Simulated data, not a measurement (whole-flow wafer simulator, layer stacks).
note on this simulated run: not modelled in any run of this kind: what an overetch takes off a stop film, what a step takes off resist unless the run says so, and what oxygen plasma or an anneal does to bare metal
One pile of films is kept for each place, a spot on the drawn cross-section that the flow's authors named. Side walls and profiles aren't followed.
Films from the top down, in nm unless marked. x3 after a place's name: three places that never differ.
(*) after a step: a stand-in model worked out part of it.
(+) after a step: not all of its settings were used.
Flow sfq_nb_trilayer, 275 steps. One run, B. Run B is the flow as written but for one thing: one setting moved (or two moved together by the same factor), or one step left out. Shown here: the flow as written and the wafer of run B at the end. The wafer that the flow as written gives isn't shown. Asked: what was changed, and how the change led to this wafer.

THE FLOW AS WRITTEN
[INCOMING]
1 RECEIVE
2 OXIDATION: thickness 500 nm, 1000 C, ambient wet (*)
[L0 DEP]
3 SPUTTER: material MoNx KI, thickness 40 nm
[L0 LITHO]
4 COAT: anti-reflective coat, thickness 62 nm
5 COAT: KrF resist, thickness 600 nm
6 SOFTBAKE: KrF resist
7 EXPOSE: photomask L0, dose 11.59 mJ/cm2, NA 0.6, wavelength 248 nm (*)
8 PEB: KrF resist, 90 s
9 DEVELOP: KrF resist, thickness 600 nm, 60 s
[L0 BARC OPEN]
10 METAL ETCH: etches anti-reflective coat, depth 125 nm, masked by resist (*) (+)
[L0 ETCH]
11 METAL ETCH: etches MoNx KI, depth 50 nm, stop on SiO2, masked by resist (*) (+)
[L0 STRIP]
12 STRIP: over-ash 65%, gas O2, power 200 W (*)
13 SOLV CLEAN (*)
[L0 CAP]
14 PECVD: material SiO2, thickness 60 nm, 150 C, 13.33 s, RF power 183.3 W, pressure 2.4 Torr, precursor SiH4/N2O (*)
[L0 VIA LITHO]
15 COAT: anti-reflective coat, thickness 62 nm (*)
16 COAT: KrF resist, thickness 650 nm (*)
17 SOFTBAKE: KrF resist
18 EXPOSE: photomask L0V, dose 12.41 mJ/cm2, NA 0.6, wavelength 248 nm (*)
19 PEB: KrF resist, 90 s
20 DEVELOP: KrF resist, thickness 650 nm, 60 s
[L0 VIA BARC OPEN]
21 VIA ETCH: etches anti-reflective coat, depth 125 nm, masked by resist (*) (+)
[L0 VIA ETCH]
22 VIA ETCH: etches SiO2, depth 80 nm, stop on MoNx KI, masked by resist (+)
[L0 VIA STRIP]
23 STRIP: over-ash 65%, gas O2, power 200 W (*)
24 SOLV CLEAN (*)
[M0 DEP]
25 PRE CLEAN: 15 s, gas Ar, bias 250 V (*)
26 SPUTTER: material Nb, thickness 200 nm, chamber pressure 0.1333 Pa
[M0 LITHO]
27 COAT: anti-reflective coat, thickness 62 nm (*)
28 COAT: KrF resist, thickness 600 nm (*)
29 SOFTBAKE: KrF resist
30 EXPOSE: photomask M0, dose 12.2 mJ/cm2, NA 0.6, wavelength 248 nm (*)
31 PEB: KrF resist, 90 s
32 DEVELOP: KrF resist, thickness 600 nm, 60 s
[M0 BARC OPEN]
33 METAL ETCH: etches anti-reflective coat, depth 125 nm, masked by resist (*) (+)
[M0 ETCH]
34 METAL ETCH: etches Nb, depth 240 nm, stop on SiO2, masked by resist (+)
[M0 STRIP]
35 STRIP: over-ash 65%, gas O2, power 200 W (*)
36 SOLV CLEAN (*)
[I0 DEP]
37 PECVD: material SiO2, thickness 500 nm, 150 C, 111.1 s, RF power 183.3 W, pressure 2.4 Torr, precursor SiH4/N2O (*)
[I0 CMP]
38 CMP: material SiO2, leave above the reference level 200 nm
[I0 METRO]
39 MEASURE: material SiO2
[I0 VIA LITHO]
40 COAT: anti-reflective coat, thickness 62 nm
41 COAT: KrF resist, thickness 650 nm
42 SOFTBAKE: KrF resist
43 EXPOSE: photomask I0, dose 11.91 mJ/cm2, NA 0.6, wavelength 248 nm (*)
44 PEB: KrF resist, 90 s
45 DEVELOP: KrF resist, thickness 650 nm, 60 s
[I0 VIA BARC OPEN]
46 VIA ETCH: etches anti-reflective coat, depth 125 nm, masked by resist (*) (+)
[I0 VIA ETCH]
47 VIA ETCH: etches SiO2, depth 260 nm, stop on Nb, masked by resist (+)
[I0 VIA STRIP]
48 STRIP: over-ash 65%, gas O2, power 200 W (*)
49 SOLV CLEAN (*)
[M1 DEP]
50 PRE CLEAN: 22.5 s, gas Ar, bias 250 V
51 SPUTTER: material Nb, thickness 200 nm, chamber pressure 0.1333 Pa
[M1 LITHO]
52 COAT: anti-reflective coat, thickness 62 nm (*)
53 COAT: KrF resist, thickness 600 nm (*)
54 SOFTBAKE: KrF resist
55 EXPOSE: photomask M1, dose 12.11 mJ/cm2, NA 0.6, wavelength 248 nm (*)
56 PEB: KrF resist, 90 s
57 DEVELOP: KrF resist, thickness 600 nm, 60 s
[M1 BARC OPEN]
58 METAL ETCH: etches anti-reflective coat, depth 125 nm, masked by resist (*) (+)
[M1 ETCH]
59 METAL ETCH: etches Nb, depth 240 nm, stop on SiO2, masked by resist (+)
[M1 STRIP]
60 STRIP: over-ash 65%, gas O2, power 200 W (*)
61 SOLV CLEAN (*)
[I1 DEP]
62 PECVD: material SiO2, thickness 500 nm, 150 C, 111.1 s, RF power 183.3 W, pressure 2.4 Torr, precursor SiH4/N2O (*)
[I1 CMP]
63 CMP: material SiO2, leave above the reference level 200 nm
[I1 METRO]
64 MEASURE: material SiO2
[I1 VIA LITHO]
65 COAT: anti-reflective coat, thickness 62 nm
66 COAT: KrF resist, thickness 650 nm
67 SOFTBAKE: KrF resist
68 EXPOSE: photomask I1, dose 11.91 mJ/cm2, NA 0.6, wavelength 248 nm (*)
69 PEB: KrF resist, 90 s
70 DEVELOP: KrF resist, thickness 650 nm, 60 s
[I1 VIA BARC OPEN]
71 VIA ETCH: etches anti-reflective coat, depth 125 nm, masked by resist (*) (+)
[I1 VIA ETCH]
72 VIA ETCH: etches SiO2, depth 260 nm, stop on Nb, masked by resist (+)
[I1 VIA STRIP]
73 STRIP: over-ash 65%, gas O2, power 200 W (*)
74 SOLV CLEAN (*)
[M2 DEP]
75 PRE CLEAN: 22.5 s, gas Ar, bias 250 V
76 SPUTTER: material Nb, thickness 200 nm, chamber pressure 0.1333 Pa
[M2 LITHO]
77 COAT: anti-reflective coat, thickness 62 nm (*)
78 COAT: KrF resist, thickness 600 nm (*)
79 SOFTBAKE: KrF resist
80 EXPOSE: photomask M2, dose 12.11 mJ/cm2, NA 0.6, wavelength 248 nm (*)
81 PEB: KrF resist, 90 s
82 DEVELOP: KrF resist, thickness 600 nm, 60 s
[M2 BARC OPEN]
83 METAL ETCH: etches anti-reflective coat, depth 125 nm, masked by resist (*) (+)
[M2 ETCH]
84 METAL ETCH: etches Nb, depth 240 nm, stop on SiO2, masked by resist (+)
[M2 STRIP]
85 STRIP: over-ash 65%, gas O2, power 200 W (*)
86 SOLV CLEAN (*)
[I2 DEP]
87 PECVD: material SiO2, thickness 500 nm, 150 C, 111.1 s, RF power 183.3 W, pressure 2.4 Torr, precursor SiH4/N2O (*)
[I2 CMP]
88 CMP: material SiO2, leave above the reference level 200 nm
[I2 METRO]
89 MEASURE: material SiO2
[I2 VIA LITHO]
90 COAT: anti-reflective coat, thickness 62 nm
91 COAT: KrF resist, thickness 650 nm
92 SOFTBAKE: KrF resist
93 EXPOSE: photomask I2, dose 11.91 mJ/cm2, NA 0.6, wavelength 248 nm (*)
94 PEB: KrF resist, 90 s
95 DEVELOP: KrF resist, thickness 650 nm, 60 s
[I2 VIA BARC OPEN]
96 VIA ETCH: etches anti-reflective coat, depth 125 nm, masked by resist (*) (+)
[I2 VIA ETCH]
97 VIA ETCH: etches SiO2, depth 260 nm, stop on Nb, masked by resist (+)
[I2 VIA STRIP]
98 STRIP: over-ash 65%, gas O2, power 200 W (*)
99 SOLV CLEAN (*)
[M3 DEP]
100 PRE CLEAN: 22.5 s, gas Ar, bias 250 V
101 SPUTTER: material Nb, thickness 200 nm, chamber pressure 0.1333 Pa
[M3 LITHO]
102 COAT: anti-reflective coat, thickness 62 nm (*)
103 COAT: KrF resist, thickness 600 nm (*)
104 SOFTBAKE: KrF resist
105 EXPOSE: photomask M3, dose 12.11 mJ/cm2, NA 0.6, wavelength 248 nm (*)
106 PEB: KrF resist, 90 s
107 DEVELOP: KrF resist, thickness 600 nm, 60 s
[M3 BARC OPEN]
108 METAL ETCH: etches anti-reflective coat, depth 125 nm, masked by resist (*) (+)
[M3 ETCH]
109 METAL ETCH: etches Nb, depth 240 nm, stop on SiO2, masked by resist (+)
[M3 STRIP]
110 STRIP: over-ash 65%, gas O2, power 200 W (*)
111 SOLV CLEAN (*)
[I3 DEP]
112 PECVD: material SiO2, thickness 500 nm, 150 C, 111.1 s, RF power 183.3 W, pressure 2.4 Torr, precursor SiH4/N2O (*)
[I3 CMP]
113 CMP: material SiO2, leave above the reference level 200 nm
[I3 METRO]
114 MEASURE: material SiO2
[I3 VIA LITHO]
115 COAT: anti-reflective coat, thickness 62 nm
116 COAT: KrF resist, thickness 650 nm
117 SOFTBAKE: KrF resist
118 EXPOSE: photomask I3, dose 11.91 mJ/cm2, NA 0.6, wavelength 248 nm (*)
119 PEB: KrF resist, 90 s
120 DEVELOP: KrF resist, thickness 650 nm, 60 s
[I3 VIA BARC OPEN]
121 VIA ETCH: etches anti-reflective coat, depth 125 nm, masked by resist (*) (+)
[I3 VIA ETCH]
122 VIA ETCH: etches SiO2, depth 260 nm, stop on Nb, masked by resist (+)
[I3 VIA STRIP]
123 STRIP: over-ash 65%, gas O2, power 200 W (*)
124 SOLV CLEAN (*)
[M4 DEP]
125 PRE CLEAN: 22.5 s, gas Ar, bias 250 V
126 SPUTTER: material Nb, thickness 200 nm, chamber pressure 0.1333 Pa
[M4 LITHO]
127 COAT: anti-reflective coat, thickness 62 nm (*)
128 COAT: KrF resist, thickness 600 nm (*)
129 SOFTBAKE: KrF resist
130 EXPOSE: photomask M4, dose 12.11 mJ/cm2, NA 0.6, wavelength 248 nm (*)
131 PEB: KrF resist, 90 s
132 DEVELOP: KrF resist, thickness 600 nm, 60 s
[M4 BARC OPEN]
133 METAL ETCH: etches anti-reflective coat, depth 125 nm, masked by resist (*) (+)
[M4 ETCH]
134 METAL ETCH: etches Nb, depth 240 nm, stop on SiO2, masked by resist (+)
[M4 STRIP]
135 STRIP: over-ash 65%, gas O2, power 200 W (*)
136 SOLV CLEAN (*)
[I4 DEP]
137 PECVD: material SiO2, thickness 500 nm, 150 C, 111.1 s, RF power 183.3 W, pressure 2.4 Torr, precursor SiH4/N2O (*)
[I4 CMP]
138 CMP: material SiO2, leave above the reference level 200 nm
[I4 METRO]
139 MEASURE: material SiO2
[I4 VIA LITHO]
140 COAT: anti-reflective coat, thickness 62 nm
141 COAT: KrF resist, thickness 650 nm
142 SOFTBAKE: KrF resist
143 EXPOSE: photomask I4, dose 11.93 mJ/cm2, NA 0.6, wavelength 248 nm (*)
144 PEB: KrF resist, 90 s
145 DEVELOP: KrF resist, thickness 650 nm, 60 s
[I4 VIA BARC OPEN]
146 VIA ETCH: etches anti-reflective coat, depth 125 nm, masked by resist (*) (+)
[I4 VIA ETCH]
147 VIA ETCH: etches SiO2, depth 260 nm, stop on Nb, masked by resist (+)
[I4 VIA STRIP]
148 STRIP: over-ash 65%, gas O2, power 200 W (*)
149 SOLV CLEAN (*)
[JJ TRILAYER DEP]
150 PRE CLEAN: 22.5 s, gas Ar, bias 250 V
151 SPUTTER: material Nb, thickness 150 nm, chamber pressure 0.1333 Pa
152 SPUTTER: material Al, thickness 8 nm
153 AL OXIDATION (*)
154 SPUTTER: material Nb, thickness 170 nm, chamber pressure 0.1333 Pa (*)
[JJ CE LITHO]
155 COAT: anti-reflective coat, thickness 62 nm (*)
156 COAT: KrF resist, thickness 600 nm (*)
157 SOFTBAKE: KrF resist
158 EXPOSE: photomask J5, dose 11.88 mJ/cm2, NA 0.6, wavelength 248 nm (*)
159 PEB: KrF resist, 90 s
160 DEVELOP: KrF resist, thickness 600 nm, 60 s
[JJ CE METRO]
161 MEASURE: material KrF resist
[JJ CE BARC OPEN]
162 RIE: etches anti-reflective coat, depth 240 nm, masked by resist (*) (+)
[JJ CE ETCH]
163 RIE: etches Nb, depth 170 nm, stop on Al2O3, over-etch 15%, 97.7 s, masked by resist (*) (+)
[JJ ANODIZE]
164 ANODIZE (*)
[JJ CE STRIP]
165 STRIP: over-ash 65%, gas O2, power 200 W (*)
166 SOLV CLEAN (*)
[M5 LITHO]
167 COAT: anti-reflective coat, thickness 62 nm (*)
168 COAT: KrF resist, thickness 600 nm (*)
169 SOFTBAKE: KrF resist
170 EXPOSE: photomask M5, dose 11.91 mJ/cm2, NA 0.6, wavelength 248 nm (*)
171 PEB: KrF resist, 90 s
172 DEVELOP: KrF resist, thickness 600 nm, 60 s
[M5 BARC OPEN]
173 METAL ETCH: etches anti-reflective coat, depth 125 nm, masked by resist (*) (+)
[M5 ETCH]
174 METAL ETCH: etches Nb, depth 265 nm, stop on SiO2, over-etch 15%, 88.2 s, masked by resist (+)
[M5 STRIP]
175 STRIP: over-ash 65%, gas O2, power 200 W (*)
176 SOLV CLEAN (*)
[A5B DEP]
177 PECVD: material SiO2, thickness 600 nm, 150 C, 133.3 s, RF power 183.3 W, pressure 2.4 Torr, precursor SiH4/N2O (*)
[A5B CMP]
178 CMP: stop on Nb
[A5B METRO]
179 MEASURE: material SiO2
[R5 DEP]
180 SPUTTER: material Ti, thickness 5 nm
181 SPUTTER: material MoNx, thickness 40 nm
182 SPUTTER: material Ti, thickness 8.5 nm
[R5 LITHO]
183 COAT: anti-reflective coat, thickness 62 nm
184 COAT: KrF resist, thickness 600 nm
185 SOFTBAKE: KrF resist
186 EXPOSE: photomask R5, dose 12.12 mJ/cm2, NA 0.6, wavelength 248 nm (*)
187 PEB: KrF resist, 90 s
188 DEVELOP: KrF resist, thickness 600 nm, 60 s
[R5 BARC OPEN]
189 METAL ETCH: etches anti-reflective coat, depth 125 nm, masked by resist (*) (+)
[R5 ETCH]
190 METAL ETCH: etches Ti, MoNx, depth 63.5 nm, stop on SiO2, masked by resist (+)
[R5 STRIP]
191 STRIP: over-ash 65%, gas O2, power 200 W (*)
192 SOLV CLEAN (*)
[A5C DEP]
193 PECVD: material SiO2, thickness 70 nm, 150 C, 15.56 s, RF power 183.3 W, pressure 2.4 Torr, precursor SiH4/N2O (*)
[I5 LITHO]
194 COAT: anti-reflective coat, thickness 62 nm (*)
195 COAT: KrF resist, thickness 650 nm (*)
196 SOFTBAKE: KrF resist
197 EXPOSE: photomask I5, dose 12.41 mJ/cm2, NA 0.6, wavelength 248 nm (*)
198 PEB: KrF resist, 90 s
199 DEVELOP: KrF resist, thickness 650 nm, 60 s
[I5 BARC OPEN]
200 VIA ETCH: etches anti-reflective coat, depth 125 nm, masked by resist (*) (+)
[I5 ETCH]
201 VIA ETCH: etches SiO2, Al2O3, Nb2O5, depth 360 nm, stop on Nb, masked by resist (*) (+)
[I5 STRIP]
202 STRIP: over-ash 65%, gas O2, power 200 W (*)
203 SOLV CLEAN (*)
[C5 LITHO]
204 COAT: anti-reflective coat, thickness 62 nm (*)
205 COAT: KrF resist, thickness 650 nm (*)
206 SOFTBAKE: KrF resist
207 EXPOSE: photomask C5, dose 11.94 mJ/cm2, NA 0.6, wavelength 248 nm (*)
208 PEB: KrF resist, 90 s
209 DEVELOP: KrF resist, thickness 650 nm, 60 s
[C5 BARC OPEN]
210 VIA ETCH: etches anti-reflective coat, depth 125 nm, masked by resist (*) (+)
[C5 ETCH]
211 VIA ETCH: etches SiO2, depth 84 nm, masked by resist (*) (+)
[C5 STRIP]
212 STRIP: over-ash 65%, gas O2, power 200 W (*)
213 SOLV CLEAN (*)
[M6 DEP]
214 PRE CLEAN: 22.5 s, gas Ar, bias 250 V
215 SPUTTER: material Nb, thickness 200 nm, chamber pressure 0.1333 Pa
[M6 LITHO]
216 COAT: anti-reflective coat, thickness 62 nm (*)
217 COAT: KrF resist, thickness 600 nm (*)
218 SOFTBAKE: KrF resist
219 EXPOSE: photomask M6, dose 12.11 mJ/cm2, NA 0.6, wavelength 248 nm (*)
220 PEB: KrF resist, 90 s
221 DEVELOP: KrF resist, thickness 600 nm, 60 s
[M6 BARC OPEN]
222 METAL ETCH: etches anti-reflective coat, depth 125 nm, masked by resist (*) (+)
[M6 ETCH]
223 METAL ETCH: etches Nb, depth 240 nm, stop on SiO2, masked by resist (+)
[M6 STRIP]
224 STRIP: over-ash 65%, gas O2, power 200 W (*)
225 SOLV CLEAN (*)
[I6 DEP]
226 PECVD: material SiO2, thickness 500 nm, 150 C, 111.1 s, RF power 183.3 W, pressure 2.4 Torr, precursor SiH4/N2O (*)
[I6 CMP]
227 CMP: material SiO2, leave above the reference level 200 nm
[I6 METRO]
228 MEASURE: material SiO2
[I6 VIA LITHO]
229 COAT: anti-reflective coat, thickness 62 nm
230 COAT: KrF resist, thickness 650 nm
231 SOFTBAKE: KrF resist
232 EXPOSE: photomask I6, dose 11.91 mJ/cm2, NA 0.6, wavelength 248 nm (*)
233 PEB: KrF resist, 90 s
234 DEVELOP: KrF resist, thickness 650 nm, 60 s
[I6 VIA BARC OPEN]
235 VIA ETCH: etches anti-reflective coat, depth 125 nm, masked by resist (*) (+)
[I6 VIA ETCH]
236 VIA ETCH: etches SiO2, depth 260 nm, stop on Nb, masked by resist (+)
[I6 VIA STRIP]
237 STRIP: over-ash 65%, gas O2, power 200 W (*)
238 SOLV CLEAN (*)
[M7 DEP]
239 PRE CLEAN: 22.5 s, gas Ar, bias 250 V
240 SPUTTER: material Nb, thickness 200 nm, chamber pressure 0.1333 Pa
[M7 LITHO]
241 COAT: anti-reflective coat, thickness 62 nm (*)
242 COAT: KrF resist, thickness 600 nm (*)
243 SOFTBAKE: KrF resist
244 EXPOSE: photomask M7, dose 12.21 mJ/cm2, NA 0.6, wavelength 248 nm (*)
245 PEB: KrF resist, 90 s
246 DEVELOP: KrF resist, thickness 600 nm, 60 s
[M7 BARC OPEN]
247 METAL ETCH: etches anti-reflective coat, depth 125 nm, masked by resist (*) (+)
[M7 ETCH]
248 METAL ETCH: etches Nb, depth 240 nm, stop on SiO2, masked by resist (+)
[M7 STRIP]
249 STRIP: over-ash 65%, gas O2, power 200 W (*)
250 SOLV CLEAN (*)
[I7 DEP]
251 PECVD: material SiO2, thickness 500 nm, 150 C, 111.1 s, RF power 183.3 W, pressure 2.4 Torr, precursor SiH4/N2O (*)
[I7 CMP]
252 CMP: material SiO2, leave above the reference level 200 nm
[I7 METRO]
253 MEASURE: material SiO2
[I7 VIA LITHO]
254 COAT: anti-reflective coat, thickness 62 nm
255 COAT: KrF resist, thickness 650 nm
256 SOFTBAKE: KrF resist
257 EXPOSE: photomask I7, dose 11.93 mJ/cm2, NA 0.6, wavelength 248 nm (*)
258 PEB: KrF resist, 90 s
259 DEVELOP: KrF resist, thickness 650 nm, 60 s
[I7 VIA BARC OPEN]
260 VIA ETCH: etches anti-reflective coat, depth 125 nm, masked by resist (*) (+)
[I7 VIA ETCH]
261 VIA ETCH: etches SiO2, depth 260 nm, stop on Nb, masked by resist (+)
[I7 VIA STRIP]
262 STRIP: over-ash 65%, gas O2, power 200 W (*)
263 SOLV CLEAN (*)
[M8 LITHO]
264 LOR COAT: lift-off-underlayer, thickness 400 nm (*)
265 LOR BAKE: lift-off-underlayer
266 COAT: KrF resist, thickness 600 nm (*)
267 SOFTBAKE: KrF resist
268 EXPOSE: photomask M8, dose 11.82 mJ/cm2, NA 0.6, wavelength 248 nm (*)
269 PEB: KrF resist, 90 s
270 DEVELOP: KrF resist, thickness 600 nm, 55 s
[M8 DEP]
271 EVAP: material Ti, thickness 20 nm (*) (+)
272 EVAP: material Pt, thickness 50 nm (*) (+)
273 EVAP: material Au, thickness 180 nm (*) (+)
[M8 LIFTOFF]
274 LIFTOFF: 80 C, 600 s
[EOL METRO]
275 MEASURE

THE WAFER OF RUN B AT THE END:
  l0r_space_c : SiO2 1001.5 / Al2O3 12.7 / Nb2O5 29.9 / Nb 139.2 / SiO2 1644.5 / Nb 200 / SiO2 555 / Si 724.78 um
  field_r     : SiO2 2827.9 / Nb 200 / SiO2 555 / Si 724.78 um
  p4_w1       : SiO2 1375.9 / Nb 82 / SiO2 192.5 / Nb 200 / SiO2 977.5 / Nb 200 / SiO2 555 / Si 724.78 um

The cause: step 126, SPUTTER: thickness 82 nm was run, where the flow has thickness 200 nm.
It can be read off the wafer: p4_w1 has Nb 82, and step 126 as written asks for 200 nm.

How the change led to this, step by step:
  126 SPUTTER: material Nb, thickness 200 nm, chamber pressure 0.1333 Pa
      field_l, v_sur, via_wl and 102 more: Nb +82 (new film) (as written it would be: Nb +200 (new film))
      via_v: Nb +67.6 (as written it would be: Nb +165.5)
  127 COAT: anti-reflective coat, thickness 62 nm (*)
      via_v: anti-reflective coat +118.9 (new film) (as written it would be: anti-reflective coat +124.8 (new film))
  134 METAL ETCH: etches Nb, depth 240 nm, stop on SiO2, masked by resist (+)
      field_l, be, be_sur and 64 more: Nb -82 (all of it) (as written it would be: Nb -200 (all of it))
      v_sur, via_wl, via_w and 36 more: KrF resist -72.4 (as written it would be: KrF resist -141.2)
  135 STRIP: over-ash 65%, gas O2, power 200 W (*)
      p4_fl, p4_fm, p4_w1 and 26 more: KrF resist -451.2 (all of it), anti-reflective coat -62 (all of it) (as written it would be: KrF resist -382.4 (all of it), anti-reflective coat -62 (all of it))
      ln_m5, lsp_m, ln_m6: KrF resist -450.8 (all of it), anti-reflective coat -61.8 (all of it) (as written it would be: KrF resist -381.9 (all of it), anti-reflective coat -61.8 (all of it))
      (and at 7 more places)
  137 PECVD: material SiO2, thickness 500 nm, 150 C, 111.1 s, RF power 183.3 W, pressure 2.4 Torr, precursor SiH4/N2O (*)
      p3_s0, p3_s1, p3_s2, p3_s3, p3_s4, p3_s5: SiO2 +500 (as written it would be: SiO2 +557.1)
      via_v: SiO2 +582 (new film) (as written it would be: SiO2 +615 (new film))
  138 CMP: material SiO2, leave above the reference level 200 nm
      field_l, be, be_sur and 55 more: SiO2 -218 (as written it would be: SiO2 -100)
      p3_s0, p3_s1, p3_s2, p3_s3, p3_s4, p3_s5: SiO2 -218 (as written it would be: SiO2 -157.1)
      (and at 4 more places)
